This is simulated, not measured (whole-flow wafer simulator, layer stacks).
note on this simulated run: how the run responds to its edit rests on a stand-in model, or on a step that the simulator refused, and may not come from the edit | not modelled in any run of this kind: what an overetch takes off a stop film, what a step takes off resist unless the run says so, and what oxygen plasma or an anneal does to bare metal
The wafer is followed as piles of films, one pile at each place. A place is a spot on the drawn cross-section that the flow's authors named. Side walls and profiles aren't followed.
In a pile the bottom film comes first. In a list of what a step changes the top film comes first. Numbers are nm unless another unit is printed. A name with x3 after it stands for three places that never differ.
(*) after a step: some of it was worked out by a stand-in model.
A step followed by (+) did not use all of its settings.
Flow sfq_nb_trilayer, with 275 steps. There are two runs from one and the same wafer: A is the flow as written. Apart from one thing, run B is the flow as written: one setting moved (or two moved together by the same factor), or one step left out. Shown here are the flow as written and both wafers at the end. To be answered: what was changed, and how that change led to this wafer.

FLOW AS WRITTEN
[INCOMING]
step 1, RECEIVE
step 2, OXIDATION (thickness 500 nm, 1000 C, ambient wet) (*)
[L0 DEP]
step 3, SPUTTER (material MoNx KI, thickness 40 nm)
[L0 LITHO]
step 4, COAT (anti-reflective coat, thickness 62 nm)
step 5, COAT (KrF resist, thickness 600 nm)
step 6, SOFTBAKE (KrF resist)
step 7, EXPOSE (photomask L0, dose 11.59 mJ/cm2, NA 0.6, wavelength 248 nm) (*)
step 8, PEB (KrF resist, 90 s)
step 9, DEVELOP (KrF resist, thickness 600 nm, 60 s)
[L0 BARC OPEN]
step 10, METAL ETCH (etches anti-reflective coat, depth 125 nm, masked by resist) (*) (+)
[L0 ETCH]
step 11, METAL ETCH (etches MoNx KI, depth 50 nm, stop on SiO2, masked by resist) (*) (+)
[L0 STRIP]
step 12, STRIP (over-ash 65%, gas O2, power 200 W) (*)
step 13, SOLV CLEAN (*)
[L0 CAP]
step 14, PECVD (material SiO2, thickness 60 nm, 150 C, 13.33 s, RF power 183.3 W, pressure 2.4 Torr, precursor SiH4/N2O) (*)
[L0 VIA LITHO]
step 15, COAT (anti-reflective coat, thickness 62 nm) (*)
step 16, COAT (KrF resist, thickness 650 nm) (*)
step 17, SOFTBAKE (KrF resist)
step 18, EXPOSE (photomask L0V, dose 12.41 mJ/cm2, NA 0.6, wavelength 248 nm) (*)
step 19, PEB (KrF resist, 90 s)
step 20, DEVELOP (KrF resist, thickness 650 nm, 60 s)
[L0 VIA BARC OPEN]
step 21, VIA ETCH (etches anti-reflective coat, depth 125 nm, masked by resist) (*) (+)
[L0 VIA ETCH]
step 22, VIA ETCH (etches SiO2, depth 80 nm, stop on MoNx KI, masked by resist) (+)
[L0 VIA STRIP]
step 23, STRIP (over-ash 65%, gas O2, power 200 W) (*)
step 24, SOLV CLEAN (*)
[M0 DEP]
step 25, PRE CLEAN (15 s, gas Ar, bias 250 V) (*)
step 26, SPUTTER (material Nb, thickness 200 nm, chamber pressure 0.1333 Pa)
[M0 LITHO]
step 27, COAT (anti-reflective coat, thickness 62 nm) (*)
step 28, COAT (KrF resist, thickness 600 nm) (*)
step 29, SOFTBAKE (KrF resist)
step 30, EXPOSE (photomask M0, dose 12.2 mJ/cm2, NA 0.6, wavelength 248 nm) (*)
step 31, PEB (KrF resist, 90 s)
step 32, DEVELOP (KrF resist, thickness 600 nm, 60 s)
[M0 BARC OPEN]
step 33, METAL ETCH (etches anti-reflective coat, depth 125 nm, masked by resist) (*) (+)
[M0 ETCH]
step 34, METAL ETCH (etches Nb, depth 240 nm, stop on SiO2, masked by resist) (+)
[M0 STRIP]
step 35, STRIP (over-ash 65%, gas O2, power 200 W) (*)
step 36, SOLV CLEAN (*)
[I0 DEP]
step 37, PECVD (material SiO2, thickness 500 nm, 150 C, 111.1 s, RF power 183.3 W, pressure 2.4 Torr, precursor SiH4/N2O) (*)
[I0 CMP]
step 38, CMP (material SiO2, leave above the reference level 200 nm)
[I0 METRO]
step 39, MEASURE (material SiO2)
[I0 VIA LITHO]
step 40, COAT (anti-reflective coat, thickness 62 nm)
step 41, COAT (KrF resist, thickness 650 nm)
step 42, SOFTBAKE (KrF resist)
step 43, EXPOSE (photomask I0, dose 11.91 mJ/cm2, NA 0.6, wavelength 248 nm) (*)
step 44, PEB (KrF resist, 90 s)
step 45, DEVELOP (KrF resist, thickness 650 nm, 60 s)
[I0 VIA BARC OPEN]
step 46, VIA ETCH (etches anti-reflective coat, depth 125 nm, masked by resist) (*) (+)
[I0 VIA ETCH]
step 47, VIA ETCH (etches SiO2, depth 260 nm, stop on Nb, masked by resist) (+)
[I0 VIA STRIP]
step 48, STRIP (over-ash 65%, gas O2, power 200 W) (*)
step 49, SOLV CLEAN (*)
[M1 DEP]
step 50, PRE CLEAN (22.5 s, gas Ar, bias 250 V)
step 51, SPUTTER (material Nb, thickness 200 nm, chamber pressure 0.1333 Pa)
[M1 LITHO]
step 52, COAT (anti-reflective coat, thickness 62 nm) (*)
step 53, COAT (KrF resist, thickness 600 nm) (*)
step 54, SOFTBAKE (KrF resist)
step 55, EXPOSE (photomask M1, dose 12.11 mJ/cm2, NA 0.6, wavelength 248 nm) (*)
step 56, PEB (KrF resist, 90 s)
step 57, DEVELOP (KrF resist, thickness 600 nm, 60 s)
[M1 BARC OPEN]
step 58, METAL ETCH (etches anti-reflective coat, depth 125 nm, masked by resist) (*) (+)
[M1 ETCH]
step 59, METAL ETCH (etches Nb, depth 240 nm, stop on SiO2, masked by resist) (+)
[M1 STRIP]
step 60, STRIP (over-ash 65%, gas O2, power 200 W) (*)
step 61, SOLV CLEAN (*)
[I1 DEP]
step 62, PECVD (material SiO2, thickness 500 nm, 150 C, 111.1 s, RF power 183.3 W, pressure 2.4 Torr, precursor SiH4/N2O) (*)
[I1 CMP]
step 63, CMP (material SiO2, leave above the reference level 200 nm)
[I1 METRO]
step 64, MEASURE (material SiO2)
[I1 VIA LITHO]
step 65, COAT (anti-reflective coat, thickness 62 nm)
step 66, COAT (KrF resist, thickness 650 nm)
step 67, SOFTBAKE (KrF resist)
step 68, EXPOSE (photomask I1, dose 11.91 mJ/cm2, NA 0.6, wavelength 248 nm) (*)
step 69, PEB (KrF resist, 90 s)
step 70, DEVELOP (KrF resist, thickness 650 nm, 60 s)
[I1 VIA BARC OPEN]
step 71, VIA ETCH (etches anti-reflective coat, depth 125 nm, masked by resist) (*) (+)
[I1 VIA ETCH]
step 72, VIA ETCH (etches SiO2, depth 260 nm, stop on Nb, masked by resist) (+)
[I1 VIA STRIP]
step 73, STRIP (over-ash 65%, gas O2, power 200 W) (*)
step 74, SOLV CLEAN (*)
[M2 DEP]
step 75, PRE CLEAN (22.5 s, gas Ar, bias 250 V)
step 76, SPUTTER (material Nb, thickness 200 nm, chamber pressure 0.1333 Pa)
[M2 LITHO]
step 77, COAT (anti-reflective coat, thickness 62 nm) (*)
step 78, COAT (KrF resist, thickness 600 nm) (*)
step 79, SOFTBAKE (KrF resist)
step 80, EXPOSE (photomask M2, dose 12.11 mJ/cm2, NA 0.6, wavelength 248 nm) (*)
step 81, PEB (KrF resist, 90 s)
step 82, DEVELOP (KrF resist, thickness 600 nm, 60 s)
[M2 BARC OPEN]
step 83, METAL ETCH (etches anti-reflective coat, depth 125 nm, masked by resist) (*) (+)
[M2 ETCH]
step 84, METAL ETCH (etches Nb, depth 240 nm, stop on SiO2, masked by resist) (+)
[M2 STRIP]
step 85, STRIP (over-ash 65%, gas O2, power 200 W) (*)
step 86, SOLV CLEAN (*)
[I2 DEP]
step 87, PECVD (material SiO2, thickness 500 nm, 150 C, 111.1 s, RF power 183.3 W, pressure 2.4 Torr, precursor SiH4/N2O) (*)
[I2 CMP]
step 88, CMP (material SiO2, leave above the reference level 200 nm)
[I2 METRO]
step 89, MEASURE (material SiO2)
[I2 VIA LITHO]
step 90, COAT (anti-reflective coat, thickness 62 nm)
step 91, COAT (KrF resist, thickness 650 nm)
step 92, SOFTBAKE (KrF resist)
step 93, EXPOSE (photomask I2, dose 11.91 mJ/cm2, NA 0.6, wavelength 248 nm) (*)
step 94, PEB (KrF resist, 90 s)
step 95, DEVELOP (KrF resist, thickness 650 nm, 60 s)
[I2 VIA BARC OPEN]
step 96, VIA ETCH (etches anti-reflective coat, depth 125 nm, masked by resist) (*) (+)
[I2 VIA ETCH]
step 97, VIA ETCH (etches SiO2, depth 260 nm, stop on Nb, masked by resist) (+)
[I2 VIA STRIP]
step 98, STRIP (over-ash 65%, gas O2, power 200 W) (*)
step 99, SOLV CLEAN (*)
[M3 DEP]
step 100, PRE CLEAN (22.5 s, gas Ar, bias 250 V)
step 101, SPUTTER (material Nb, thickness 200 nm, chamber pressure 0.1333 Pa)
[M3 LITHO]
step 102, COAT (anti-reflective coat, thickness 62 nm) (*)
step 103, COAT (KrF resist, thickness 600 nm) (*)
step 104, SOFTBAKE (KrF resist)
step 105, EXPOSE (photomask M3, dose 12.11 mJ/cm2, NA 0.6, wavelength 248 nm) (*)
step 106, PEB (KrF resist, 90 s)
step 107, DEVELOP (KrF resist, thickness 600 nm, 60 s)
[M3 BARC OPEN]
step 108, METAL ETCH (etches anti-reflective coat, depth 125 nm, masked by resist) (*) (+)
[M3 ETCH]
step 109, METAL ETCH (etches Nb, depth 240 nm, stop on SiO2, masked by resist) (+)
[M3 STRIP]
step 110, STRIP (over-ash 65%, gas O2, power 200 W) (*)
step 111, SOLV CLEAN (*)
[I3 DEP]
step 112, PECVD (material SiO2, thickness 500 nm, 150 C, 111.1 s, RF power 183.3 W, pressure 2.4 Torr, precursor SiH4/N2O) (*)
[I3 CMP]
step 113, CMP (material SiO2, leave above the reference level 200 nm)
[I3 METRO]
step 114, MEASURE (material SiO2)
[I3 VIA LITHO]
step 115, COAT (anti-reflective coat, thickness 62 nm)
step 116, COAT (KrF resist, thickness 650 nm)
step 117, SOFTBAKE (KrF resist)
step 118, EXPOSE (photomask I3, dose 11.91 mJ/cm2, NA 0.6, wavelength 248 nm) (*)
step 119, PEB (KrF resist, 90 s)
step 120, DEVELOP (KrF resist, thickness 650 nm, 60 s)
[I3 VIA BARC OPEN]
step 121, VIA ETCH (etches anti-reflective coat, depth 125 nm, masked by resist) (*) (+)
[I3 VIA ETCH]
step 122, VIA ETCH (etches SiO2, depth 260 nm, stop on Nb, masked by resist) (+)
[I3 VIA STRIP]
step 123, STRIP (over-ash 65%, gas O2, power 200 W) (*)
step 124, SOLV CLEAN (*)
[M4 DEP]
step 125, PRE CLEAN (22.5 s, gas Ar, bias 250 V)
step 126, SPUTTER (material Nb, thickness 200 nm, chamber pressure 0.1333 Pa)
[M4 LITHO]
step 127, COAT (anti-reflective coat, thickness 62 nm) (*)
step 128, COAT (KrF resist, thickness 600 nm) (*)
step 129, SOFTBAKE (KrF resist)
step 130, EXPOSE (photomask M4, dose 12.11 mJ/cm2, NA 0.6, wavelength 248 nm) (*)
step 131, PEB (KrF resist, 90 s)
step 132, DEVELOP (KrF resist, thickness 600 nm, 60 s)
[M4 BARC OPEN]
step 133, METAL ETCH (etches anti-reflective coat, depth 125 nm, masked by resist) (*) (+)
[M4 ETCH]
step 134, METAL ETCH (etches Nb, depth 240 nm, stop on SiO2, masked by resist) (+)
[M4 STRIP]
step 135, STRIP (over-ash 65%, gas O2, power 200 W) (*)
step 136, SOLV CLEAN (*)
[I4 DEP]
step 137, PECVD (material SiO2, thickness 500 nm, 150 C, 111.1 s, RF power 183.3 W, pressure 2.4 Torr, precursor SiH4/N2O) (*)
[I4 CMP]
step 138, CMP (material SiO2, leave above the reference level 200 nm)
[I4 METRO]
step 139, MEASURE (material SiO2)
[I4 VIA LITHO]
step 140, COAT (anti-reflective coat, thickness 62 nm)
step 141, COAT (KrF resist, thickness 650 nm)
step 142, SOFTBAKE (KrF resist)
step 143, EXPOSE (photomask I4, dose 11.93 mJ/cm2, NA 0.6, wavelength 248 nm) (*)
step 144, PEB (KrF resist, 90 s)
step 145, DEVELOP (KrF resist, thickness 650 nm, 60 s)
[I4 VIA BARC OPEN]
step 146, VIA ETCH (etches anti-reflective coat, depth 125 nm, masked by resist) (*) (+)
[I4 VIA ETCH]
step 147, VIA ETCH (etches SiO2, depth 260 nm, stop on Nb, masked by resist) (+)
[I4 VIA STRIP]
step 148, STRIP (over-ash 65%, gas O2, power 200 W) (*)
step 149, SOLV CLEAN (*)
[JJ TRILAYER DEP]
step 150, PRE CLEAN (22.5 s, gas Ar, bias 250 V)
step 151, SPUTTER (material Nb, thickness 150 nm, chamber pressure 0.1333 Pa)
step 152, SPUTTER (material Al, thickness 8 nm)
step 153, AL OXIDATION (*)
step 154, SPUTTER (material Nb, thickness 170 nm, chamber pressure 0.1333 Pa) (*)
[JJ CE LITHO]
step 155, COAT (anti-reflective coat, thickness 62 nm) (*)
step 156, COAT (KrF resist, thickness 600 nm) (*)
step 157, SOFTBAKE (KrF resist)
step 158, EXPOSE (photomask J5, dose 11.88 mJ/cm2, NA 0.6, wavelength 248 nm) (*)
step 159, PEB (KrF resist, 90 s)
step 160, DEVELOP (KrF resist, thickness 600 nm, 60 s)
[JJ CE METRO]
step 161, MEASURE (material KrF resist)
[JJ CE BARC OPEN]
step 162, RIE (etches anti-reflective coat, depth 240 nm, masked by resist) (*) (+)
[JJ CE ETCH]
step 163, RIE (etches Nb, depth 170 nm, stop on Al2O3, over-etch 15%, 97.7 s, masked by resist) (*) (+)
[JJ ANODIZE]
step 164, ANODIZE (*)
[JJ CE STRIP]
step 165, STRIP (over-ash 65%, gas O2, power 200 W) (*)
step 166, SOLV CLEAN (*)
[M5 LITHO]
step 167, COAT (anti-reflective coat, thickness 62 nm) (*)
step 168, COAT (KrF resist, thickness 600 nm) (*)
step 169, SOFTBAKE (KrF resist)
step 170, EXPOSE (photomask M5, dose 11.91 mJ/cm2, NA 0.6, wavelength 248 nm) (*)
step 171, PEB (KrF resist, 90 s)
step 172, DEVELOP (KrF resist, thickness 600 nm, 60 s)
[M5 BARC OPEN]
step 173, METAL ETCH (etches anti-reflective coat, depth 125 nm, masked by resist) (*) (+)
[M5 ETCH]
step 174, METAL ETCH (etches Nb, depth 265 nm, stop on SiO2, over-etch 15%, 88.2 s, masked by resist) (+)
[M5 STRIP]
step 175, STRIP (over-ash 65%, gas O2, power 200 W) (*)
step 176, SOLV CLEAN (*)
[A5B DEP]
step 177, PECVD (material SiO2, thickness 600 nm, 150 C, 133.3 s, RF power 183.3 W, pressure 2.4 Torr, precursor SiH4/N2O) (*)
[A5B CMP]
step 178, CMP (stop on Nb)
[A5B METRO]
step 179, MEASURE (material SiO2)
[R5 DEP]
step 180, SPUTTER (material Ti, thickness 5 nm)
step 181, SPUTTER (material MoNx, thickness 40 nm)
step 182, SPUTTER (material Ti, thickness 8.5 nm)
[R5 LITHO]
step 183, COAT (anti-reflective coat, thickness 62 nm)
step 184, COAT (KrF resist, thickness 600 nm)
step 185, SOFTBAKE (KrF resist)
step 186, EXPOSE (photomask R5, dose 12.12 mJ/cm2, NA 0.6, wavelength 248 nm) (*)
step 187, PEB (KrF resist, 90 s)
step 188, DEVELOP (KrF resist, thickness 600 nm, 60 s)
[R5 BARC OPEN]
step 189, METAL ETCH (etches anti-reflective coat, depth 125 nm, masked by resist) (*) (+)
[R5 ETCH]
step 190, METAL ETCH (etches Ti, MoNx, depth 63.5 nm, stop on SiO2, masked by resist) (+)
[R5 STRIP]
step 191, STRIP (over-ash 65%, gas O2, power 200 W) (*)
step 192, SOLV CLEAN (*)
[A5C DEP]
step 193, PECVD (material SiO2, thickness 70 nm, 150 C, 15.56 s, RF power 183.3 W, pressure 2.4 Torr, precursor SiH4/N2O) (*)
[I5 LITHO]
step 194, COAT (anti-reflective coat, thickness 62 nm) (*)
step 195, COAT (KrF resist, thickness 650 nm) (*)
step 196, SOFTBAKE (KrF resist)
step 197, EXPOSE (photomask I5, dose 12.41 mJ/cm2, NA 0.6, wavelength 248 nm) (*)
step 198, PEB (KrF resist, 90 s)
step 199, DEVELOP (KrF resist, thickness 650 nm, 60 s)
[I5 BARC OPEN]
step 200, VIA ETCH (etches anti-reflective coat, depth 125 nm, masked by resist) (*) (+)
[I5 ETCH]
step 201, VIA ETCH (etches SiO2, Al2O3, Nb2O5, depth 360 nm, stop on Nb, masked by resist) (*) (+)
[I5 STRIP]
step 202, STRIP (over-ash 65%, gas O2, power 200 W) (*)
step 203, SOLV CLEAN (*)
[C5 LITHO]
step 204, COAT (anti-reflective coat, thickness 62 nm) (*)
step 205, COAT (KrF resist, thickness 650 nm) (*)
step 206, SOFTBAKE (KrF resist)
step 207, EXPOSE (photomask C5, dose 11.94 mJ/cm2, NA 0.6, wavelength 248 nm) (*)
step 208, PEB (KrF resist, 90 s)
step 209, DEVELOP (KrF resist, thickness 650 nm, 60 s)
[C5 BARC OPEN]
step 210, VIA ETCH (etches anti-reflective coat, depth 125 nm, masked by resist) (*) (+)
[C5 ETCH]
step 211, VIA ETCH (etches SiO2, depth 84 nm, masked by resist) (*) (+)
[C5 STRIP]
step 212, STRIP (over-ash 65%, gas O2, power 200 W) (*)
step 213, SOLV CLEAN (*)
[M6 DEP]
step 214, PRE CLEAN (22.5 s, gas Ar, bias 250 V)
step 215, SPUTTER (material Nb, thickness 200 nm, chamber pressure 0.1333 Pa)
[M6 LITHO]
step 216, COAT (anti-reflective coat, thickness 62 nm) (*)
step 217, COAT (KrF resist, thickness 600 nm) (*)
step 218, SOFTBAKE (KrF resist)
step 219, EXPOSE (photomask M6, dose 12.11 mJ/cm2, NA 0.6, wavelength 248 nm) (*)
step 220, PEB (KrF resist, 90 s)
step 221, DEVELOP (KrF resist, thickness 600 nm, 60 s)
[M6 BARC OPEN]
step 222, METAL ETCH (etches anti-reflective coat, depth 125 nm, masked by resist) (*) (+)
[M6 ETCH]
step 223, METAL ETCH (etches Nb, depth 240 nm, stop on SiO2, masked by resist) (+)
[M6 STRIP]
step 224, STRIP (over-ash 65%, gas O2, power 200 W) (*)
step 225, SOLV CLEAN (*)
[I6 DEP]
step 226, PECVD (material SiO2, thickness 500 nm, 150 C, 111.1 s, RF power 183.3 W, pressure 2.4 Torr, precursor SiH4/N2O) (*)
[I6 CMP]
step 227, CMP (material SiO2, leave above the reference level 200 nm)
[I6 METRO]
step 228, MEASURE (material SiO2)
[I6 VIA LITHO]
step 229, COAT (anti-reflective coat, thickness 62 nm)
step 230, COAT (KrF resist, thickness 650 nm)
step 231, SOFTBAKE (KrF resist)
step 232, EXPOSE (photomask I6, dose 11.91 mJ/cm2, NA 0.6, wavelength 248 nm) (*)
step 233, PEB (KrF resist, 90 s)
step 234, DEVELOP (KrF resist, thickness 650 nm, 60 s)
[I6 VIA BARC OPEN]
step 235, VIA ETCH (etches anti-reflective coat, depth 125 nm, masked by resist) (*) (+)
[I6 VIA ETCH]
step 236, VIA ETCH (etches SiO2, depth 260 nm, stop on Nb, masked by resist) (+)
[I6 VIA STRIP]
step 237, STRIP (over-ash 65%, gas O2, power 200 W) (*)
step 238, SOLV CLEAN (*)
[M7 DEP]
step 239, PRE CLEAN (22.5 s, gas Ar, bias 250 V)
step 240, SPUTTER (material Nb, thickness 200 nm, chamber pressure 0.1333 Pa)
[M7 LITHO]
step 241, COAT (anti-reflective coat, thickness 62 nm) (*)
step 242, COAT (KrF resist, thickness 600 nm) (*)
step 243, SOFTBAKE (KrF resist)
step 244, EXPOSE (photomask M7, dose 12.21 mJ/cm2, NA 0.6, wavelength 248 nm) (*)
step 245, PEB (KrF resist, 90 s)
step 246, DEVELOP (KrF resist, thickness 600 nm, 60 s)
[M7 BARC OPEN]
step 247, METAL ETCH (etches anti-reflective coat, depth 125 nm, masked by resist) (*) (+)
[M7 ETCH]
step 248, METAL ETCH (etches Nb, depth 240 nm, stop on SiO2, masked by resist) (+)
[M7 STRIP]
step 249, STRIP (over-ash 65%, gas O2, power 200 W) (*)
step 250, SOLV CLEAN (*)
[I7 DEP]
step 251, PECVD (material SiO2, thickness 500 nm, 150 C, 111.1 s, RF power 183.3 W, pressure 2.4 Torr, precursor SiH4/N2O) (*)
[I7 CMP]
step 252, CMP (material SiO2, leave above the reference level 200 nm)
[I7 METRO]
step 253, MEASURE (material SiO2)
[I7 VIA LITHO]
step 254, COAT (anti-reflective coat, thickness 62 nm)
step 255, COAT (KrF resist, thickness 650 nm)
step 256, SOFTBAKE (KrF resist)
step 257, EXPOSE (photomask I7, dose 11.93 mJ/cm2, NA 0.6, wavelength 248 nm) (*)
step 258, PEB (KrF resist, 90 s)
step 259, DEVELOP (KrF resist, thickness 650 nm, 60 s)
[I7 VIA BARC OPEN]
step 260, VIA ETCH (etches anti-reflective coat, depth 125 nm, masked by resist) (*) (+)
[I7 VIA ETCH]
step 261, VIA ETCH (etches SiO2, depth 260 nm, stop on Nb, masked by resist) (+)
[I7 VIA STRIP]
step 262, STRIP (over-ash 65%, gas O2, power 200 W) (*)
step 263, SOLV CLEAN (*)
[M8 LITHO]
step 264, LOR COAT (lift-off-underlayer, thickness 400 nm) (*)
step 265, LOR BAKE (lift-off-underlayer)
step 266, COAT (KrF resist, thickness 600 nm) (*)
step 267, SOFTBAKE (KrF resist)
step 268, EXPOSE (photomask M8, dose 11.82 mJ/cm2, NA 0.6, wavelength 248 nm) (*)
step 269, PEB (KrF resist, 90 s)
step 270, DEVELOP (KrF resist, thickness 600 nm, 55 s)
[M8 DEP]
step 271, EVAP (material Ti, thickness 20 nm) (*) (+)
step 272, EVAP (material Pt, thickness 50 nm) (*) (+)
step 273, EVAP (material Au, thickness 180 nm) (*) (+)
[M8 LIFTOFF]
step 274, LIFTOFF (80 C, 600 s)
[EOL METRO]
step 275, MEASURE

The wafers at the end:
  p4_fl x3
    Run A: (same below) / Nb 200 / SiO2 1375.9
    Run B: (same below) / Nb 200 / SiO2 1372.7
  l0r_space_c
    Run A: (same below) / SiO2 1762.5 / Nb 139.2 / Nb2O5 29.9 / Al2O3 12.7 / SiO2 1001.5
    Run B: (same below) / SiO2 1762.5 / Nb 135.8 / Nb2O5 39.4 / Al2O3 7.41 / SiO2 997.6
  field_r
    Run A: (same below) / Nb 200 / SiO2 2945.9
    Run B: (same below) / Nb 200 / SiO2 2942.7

What caused this: step 152, SPUTTER: thickness 4.8 nm was run, whereas the flow has thickness 8 nm.

Step by step, how the change led to this:
  step 152, SPUTTER (material Al, thickness 8 nm)
      field_l, v_sur, via_sp and 100 more: A +8 Al (new film) | B +4.8 Al (new film)
      via_wl, via_wr: A +5.14 Al (new film) | B +3.08 Al (new film)
      (and at 1 other place as well)
  step 164, ANODIZE (*)
      field_l, v_sur, via_sp and 96 more: A +12.2 Al2O3, +29.9 Nb2O5 (new film), -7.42 Al (all of it), -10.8 Nb | B +6.96 Al2O3, +39.4 Nb2O5 (new film), -4.22 Al (all of it), -14.2 Nb
      via_wl, via_wr: A +7.52 Al2O3 (new film), +39.2 Nb2O5 (new film), -4.56 Al (all of it), -14.1 Nb | B +4.13 Al2O3 (new film), +45.2 Nb2O5 (new film), -2.5 Al (all of it), -16.3 Nb
      (and at 1 other place as well)
  step 174, METAL ETCH (etches Nb, depth 265 nm, stop on SiO2, over-etch 15%, 88.2 s, masked by resist) (+)
      field_l, r_sur, res and 49 more: A -12.6 Al2O3 (all of it), -29.9 Nb2O5 (all of it), -139.2 Nb (all of it), -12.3 SiO2 | B -7.35 Al2O3 (all of it), -39.4 Nb2O5 (all of it), -135.8 Nb (all of it), -12.2 SiO2
      wl_a_sl: A -12.6 Al2O3 (all of it), -29.9 Nb2O5 (all of it), -139.2 Nb (all of it), -12.3 SiO2 | B -7.34 Al2O3 (all of it), -39.4 Nb2O5 (all of it), -135.8 Nb (all of it), -12.2 SiO2
  step 201, VIA ETCH (etches SiO2, Al2O3, Nb2O5, depth 360 nm, stop on Nb, masked by resist) (*) (+)
      be: A -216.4 SiO2 (all of it), -12.7 Al2O3 (all of it), -29.9 Nb2O5 (all of it) | B -212.4 SiO2 (all of it), -7.41 Al2O3 (all of it), -39.4 Nb2O5 (all of it)
